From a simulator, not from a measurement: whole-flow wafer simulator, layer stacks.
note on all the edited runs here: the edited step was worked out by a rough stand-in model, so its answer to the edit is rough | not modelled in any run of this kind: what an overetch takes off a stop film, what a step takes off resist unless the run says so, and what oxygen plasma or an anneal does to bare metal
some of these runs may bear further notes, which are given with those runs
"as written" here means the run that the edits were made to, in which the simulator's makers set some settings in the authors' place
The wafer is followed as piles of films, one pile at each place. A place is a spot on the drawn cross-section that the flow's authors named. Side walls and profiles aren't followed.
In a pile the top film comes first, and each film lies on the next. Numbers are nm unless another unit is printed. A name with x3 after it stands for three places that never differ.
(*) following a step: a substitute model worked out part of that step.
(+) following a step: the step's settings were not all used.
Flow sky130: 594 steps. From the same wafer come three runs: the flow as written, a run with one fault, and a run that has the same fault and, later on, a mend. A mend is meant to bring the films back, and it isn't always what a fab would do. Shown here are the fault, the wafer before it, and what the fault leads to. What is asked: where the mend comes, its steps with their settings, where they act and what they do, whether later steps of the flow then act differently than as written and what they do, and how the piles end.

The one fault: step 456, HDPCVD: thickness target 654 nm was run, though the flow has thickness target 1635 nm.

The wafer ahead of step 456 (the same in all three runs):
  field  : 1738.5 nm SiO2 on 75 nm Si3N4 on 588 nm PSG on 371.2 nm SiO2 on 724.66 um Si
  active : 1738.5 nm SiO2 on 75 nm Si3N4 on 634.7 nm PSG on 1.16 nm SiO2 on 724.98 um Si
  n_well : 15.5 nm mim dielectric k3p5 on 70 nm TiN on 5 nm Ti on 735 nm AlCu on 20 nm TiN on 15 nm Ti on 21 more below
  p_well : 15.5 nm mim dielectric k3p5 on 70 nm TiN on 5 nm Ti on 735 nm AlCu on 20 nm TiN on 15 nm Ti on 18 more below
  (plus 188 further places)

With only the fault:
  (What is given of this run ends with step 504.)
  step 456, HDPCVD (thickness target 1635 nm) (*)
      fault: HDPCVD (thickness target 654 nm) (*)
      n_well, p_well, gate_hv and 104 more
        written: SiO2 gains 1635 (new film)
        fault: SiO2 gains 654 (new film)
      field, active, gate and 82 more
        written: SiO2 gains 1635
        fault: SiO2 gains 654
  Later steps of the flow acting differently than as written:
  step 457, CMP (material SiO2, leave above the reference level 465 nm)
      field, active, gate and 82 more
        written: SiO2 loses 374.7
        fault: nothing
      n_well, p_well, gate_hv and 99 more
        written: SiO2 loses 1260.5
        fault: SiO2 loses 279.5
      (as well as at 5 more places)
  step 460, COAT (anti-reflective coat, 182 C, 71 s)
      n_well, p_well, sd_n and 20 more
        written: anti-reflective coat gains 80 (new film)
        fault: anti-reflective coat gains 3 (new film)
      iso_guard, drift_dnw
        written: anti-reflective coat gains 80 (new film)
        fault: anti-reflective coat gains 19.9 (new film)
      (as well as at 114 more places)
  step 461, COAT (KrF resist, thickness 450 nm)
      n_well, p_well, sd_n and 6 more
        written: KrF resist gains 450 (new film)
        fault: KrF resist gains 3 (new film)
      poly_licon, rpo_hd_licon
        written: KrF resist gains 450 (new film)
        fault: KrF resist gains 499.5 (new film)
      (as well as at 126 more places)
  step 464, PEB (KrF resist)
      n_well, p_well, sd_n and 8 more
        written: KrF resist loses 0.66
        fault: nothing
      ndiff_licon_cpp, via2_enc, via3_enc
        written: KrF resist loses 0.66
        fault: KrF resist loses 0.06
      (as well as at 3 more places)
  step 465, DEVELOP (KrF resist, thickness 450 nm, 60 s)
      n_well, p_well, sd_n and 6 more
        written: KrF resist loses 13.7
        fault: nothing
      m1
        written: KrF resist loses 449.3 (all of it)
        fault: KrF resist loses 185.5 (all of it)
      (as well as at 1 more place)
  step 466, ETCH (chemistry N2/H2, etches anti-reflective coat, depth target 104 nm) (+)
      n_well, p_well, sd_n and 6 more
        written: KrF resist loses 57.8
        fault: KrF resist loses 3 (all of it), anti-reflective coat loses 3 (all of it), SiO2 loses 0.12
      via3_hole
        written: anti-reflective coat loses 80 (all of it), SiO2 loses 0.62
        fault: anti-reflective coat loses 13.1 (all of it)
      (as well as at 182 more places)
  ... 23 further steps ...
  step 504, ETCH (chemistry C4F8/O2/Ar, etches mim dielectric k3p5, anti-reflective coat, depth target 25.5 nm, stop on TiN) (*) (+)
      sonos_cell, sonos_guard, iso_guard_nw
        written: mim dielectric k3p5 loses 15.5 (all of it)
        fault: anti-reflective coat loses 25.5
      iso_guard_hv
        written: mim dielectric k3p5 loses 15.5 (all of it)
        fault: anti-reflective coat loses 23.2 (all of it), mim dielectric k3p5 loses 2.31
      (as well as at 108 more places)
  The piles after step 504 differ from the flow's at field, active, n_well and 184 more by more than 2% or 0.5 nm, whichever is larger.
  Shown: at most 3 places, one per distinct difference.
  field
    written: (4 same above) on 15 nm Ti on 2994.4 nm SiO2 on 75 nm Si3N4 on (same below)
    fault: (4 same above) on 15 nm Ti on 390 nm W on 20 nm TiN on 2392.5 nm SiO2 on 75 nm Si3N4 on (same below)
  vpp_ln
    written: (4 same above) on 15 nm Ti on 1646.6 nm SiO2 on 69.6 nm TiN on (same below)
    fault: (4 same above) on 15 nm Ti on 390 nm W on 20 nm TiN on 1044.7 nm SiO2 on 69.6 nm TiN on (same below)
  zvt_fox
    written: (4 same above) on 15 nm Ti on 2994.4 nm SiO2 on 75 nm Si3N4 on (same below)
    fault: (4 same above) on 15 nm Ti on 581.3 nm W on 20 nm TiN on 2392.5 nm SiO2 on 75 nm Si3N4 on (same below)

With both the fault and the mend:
  The mend stands after step 456.
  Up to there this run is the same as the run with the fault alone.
  step 456a, HDPCVD (thickness target 981 nm) (*) (the flow's step 456 again, with other settings)
      field, active, n_well and 189 more
        SiO2 gains 981
  Every later step of the flow that is run acts as written, at every place that is followed, to within 2% or 0.5 nm, whichever is larger.
  At every place that both follow, the piles at the end match the flow's.
